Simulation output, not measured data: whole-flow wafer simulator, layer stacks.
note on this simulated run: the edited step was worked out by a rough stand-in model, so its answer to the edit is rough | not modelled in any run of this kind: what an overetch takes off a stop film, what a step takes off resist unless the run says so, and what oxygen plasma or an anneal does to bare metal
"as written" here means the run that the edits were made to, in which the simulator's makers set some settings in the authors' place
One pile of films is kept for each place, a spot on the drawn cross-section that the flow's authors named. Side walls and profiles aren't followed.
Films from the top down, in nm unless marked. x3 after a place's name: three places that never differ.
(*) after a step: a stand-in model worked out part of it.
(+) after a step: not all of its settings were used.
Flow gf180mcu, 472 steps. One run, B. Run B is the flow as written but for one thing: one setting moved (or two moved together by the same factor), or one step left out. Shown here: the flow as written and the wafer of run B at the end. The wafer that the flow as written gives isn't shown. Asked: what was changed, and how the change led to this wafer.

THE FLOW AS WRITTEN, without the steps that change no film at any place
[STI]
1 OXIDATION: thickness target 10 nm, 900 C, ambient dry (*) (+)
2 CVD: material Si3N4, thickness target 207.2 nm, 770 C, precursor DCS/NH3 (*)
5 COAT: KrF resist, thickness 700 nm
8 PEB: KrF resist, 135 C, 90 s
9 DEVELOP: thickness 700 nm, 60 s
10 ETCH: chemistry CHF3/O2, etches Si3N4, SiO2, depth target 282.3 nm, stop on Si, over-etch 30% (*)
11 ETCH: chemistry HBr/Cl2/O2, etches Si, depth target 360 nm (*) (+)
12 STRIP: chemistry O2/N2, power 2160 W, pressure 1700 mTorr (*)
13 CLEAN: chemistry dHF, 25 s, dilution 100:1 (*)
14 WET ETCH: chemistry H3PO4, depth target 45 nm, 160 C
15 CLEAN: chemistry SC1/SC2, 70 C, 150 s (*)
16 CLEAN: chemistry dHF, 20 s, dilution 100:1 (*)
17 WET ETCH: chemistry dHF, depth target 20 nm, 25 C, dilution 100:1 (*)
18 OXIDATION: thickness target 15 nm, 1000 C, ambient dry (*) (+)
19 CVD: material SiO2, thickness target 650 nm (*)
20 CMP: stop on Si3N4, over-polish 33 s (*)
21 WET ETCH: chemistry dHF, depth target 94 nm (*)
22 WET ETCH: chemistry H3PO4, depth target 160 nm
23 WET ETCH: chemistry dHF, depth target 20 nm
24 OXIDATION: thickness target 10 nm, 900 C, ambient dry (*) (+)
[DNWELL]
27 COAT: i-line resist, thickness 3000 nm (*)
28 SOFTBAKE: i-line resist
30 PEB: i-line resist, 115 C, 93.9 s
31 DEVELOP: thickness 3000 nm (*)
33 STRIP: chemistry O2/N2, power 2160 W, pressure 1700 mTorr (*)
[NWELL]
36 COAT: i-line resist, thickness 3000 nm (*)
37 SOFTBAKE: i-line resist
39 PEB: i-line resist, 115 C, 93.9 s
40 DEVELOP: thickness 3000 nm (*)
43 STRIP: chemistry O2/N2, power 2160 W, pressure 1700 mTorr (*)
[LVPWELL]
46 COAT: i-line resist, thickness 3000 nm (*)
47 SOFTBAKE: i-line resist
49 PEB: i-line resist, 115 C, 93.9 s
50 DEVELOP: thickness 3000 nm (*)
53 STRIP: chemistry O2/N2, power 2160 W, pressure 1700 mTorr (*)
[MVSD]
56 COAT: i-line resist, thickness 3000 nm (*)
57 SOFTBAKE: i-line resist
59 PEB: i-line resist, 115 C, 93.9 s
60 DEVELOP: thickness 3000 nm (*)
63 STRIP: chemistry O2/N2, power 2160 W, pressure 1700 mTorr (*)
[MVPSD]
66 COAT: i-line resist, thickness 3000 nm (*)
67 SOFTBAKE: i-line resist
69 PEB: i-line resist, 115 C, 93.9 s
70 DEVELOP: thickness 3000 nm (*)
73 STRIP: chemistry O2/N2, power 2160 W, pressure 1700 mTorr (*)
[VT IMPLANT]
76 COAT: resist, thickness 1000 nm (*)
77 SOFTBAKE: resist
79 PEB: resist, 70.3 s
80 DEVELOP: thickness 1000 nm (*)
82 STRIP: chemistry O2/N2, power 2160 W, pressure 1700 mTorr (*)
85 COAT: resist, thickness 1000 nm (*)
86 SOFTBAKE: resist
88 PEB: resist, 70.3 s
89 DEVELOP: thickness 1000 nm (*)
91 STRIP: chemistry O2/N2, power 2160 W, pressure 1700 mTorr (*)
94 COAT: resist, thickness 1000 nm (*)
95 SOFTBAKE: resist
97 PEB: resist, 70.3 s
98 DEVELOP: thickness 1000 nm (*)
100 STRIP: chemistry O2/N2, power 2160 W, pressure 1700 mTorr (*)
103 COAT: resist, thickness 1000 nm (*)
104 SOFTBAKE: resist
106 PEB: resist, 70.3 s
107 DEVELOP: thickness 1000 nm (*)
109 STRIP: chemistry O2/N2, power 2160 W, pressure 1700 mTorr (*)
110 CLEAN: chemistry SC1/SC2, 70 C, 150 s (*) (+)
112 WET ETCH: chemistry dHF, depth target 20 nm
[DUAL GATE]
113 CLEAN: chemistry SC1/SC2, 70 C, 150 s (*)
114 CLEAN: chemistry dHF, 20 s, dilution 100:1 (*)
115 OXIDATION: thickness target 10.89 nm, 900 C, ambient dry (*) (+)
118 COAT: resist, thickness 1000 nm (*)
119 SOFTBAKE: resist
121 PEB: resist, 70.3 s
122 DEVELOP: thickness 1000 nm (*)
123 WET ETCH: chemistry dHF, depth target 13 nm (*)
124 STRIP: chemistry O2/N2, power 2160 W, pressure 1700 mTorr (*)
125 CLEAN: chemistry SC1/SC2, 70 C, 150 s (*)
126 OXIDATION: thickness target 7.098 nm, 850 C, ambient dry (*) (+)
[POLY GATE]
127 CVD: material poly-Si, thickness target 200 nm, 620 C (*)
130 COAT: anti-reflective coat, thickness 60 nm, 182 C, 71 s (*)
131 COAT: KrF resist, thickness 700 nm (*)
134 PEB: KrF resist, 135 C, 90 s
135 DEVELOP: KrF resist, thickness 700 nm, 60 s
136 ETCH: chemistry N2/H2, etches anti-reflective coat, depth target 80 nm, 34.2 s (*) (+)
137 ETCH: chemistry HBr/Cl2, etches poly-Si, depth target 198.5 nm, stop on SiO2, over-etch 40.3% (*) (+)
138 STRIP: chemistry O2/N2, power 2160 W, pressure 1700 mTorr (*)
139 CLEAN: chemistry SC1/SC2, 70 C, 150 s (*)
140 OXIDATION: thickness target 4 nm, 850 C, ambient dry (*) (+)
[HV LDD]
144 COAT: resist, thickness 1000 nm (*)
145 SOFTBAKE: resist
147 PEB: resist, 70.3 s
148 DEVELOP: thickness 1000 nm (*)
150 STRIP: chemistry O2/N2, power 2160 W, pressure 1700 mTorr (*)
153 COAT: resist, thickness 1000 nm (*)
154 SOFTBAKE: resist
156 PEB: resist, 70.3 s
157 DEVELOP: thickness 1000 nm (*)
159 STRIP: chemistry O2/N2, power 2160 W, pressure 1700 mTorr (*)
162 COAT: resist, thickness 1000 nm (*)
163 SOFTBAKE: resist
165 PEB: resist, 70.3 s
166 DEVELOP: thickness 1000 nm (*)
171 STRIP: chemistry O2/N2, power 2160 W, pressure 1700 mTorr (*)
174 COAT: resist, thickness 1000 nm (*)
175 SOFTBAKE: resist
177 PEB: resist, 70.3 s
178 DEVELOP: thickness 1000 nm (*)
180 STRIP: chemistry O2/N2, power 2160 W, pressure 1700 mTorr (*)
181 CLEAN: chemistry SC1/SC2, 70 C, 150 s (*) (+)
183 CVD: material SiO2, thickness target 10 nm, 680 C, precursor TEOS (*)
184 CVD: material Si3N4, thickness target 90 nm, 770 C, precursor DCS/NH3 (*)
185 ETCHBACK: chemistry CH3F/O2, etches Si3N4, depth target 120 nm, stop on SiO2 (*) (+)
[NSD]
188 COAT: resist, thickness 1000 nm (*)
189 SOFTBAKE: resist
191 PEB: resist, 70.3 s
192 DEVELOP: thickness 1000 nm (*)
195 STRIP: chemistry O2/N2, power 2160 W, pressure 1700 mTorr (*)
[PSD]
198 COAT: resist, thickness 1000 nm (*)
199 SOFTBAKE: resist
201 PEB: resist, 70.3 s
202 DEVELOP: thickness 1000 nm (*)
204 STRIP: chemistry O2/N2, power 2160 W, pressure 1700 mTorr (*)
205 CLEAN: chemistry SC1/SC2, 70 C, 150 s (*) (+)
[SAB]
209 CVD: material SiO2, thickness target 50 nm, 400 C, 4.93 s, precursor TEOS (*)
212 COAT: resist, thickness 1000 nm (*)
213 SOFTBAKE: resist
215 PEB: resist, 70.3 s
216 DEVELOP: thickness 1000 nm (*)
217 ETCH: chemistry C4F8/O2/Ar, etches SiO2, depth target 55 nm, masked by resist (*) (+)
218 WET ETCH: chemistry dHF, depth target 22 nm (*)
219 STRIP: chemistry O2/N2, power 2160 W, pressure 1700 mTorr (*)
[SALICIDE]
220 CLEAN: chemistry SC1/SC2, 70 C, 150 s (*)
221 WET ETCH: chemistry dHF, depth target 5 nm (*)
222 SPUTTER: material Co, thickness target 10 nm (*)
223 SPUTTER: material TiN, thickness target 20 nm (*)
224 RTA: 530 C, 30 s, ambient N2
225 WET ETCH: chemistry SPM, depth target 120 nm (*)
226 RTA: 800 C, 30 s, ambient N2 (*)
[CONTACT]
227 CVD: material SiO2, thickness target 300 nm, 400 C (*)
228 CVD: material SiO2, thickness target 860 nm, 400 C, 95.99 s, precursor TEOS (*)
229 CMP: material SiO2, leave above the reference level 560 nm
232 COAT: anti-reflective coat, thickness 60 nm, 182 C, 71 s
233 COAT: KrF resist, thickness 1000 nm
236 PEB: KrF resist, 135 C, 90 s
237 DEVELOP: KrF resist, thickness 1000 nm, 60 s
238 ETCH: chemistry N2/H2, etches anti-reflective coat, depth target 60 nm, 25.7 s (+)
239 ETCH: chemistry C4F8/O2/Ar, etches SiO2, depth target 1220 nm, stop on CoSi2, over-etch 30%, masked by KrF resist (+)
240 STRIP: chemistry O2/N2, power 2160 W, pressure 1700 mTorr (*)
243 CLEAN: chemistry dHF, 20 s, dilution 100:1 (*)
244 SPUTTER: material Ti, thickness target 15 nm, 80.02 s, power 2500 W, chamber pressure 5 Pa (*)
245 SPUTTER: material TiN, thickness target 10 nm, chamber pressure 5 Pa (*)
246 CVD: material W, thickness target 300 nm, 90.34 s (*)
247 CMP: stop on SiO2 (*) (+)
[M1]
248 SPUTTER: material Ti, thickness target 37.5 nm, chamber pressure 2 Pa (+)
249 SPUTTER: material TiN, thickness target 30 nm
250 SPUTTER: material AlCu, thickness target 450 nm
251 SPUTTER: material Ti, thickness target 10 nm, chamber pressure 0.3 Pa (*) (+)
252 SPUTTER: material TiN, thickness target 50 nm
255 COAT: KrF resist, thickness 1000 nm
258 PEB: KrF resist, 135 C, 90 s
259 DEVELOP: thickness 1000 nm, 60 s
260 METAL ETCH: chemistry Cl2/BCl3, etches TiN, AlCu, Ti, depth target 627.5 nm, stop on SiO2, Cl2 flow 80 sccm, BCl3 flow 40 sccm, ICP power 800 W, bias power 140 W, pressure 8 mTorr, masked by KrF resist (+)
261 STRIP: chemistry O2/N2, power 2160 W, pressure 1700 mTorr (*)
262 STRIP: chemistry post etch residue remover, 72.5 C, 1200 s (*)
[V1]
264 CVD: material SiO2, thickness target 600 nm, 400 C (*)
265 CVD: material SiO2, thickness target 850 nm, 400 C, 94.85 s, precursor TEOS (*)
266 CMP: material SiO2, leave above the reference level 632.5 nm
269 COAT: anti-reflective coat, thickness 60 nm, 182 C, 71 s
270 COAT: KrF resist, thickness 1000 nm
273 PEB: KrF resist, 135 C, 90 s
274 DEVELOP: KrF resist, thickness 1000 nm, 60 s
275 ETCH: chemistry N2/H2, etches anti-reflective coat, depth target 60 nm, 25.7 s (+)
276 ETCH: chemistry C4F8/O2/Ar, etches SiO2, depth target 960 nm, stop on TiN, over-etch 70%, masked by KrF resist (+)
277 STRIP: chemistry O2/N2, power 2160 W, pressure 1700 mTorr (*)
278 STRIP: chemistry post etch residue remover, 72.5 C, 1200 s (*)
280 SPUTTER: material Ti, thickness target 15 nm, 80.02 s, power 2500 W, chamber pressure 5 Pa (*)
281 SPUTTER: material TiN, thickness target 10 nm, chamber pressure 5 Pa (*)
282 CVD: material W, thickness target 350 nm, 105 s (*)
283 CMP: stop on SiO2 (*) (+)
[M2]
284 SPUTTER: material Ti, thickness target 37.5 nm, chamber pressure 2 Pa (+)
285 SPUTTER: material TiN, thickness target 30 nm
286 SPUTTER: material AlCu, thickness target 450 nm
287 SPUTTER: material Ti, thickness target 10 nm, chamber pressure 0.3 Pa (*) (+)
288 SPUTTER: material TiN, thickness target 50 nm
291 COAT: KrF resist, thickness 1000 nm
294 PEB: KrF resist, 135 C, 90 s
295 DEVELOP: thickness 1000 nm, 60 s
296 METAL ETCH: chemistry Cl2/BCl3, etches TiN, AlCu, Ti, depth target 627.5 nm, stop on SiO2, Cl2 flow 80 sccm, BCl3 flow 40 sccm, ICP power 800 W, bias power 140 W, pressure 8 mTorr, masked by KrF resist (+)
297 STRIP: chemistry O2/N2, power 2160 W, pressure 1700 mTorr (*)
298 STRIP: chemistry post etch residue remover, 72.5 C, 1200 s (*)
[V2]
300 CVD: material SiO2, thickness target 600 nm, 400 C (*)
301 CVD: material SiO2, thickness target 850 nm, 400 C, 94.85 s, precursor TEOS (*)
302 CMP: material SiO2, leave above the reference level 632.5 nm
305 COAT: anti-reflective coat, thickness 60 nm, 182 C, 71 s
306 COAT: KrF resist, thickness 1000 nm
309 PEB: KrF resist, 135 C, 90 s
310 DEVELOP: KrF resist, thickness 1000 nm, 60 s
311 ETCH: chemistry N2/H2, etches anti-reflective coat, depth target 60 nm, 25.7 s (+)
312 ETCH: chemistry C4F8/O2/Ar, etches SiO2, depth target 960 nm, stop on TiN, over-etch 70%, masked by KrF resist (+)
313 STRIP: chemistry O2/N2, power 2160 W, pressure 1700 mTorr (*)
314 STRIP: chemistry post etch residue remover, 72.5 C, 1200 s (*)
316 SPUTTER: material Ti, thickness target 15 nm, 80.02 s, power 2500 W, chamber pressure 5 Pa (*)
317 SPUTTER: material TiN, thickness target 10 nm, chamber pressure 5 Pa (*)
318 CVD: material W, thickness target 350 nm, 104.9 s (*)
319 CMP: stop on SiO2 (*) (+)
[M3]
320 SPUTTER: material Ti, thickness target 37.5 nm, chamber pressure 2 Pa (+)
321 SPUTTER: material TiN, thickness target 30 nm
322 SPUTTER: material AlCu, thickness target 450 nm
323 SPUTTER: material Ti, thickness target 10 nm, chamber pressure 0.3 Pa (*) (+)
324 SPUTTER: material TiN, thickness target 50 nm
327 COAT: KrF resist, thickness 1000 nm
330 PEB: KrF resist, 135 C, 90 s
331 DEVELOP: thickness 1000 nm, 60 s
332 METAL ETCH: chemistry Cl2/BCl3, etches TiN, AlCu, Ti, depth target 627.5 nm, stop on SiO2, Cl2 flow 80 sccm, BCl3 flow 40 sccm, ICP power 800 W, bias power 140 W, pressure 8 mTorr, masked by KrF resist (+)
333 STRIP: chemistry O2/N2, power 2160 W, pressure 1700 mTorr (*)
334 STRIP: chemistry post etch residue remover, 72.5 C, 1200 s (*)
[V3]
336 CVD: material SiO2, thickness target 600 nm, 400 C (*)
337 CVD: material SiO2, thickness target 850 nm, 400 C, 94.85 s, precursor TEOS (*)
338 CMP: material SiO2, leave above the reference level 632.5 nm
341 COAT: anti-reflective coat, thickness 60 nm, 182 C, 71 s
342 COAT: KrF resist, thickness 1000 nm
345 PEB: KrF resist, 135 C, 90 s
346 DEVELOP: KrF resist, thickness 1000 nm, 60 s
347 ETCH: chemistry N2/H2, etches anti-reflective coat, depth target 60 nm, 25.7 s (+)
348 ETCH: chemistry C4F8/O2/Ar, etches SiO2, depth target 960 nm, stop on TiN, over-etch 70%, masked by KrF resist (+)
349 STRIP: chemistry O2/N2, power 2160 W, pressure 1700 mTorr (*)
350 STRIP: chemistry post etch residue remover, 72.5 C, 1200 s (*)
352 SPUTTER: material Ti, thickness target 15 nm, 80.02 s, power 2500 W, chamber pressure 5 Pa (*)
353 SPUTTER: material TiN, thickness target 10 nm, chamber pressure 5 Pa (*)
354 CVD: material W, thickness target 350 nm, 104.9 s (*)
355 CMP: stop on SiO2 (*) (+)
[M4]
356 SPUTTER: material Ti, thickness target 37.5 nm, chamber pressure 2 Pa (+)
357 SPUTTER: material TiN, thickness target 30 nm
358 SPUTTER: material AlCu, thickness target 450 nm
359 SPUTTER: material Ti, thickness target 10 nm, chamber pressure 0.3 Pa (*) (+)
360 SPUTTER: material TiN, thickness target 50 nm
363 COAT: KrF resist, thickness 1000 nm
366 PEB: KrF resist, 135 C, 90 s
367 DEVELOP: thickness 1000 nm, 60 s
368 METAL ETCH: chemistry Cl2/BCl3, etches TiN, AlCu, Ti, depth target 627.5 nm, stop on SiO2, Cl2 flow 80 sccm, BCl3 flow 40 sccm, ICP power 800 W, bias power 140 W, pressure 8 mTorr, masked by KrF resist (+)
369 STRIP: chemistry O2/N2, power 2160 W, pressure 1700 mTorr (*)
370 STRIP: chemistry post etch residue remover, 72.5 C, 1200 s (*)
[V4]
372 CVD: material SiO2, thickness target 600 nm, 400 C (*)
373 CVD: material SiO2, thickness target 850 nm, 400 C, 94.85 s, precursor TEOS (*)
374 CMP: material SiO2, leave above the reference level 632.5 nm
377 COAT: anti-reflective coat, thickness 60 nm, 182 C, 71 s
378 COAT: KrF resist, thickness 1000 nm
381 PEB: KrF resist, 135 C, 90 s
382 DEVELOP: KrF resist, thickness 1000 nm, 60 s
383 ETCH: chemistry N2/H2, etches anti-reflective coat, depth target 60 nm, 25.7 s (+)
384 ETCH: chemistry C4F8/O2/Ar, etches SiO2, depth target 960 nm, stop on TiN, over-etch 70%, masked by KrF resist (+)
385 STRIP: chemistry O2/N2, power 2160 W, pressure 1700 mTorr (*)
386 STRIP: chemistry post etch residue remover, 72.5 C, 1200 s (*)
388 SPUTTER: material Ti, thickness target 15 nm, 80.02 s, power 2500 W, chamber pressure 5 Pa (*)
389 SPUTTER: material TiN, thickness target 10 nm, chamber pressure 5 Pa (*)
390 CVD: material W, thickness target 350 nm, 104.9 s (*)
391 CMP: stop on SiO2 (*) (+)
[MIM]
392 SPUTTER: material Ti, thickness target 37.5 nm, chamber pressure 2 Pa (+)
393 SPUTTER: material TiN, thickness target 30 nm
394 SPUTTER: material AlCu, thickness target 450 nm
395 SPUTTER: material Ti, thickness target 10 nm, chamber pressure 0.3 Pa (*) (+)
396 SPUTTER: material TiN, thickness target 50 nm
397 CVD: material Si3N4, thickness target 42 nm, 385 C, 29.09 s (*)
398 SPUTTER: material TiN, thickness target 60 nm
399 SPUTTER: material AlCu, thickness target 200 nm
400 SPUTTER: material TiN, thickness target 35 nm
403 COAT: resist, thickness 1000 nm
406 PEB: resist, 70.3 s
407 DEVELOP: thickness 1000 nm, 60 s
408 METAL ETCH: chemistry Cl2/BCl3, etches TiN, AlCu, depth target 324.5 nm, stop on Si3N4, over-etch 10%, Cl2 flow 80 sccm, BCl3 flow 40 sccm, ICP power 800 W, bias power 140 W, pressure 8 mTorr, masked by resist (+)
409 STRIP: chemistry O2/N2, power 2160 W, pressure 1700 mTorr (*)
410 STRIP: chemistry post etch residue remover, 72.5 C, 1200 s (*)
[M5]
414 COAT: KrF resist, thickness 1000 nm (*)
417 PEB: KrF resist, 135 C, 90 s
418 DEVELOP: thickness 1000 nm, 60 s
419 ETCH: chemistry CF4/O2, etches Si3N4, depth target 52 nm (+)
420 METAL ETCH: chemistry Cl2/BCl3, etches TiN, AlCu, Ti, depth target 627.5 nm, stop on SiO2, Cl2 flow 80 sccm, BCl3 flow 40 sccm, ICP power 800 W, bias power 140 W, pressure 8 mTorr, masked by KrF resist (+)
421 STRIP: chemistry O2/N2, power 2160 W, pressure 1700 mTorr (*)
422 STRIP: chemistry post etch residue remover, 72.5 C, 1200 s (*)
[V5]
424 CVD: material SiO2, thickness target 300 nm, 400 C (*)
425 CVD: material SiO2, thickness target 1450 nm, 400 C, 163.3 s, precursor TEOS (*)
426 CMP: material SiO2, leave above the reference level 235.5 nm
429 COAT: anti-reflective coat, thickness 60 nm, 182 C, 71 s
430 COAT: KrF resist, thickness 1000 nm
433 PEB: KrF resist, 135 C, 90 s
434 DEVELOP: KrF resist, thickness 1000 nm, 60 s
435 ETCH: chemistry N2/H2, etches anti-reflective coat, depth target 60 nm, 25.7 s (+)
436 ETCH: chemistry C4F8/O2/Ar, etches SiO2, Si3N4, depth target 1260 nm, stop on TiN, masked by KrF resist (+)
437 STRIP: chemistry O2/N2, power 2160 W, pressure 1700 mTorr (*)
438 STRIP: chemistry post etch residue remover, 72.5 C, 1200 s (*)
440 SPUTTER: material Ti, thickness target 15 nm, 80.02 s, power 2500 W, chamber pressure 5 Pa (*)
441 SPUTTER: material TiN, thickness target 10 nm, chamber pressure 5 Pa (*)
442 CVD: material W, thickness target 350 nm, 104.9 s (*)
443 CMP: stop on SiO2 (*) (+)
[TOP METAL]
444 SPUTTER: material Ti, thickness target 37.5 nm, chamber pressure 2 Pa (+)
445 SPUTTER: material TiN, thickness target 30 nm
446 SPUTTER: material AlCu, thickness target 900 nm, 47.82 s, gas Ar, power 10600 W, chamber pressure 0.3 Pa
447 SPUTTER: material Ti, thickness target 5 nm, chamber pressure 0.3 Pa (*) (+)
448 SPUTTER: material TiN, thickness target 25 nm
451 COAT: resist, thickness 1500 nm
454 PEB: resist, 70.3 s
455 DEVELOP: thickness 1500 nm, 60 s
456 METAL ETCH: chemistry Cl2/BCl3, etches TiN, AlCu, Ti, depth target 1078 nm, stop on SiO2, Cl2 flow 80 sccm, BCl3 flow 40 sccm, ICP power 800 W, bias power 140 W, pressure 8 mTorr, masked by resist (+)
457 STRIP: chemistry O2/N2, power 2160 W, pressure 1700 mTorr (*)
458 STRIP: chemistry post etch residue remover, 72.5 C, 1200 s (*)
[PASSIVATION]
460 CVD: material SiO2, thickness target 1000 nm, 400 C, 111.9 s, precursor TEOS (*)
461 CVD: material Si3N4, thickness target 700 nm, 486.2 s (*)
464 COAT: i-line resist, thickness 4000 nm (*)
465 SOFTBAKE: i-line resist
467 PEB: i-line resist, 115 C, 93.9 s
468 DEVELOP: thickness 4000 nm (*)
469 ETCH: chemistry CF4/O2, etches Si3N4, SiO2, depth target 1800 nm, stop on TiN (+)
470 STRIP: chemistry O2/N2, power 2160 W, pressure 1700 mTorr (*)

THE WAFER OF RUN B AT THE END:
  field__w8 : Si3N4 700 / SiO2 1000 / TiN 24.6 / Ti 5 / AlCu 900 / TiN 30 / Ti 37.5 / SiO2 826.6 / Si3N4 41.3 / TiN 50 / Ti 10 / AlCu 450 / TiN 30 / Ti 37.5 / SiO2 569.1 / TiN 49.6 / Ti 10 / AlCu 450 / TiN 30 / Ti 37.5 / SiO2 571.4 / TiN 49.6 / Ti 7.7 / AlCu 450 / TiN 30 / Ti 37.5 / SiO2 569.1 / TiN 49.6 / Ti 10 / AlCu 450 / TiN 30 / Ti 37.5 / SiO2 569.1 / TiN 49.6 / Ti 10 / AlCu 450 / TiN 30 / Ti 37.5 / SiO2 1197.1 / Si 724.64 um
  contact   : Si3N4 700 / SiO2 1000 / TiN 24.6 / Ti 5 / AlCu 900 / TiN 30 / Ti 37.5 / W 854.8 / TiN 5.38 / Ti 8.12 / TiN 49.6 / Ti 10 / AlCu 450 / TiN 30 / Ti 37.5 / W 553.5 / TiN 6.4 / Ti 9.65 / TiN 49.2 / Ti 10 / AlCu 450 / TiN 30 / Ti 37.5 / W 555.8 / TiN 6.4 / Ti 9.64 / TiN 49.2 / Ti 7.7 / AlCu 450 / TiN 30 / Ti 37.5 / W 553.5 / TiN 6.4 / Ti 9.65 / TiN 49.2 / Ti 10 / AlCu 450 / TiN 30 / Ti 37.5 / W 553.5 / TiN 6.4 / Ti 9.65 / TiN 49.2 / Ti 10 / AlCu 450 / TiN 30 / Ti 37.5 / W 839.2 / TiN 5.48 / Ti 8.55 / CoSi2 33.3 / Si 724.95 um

The cause: step 323, SPUTTER: thickness target 7.7 nm was run, where the flow has thickness target 10 nm.
It can be read off the wafer: field__w8 has Ti 7.7, and step 323 as written asks for 10 nm.

How the change led to this, step by step:
  323 SPUTTER: material Ti, thickness target 10 nm, chamber pressure 0.3 Pa (*) (+)
      field, field__w1, field__w2 and 108 more: Ti +7.7 (new film) (as written it would be: Ti +10 (new film))
  332 METAL ETCH: chemistry Cl2/BCl3, etches TiN, AlCu, Ti, depth target 627.5 nm, stop on SiO2, Cl2 flow 80 sccm, BCl3 flow 40 sccm, ICP power 800 W, bias power 140 W, pressure 8 mTorr, masked by KrF resist (+)
      field, field__w1, field__w2 and 103 more: TiN -50 (all of it), Ti -7.7 (all of it), AlCu -450 (all of it), TiN -30 (all of it), Ti -37.5 (all of it) (as written it would be: TiN -50 (all of it), Ti -10 (all of it), AlCu -450 (all of it), TiN -30 (all of it), Ti -37.5 (all of it))
